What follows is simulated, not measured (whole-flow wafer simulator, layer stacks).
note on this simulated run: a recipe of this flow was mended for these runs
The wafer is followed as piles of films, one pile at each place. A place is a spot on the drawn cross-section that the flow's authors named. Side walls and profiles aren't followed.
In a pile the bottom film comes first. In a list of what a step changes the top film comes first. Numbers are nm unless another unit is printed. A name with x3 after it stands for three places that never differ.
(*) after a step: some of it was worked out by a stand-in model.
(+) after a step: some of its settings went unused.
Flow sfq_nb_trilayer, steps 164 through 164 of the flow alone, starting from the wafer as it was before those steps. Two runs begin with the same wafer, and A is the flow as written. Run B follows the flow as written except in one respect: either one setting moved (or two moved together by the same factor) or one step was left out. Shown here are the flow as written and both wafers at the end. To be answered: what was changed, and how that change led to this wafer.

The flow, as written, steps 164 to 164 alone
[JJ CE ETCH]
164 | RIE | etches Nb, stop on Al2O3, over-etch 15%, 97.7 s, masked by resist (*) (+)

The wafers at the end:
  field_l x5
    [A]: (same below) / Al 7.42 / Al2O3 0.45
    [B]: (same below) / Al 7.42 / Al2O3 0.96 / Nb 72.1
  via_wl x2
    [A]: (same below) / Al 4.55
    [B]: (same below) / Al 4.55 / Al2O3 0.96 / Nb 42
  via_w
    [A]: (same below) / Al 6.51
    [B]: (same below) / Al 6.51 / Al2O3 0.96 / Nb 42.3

What caused this: step 164, RIE: 48.9 s was run, while the flow as written has 97.7 s.

Step by step, how the change led to this:
  164 | RIE | etches Nb, stop on Al2O3, over-etch 15%, 97.7 s, masked by resist (*) (+)
      field_l x5, v_sur x17, via_v and 76 more: A -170 Nb (all of it), -0.51 Al2O3 | B -97.9 Nb
      via_wl x2: A -139.9 Nb (all of it), -0.96 Al2O3 (all of it) | B -97.9 Nb
      (as well as at 5 more places)
With metal films that touch counted as one body, field_l x5 has 4 bodies (between them, from the top down: Al2O3 0.96; SiO2 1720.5; SiO2 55); the flow as written gives 3 bodies (between them, from the top down: SiO2 1720.5; SiO2 55).
With metal films that touch counted as one body, via_wl x2 has 6 bodies (between them, from the top down: Al2O3 0.96; SiO2 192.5; SiO2 192.5; SiO2 192.5; SiO2 192.5); the flow as written gives 5 bodies (between them, from the top down: SiO2 192.5; SiO2 192.5; SiO2 192.5; SiO2 192.5).
With metal films that touch counted as one body, via_w has 4 bodies (between them, from the top down: Al2O3 0.96; SiO2 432; SiO2 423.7); the flow as written gives 3 bodies (between them, from the top down: SiO2 432; SiO2 423.7).
